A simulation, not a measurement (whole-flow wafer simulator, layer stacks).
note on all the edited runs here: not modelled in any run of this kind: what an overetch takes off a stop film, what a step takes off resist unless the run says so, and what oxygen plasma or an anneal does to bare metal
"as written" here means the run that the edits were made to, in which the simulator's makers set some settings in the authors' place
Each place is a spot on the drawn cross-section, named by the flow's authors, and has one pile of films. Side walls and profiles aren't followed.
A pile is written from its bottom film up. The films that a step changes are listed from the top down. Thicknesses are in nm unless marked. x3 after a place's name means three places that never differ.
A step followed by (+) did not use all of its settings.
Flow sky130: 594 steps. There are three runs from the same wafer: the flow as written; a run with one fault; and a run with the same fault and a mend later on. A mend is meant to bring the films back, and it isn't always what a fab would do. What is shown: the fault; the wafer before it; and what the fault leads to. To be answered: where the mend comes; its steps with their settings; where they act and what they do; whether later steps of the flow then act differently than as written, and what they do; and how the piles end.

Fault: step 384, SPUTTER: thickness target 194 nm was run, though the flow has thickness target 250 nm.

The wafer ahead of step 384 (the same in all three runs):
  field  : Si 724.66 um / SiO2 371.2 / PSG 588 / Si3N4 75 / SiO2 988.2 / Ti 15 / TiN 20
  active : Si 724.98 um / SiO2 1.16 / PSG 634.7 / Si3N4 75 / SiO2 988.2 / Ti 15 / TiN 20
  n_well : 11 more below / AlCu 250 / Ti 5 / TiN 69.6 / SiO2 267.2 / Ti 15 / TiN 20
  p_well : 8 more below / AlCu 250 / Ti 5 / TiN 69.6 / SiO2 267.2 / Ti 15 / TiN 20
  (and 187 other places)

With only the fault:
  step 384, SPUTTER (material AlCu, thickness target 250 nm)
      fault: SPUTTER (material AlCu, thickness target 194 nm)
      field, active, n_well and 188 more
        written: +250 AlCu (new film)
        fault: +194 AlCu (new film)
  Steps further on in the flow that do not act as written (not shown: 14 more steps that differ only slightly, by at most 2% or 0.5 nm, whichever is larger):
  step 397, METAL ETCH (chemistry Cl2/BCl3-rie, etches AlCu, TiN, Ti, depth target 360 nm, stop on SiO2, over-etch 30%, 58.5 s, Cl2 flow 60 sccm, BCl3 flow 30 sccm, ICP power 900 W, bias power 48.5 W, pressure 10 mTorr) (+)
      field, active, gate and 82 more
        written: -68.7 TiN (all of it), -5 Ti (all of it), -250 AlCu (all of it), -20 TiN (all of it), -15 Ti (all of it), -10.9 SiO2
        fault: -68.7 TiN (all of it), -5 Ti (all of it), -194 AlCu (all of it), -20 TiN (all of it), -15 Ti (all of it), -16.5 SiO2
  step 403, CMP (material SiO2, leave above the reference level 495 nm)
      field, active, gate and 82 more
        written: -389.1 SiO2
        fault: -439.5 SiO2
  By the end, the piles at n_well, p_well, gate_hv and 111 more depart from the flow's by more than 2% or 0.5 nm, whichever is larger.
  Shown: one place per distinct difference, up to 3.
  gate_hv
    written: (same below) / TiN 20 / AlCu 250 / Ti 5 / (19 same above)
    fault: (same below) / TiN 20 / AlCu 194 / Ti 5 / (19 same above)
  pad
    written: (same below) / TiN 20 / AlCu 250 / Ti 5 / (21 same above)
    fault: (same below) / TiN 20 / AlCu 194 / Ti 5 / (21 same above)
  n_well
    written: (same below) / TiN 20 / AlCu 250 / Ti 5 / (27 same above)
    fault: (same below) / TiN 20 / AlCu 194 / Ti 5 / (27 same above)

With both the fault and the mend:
  The mend follows step 384.
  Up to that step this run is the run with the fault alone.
  step 384a, SPUTTER (material AlCu, thickness target 56 nm) (the flow's step 384 again, with other settings)
      field, active, n_well and 188 more
        +56 AlCu
  Later steps of the flow that are run all act as written at every place that is followed.
  At every place that both follow, the piles at the end match the flow's.
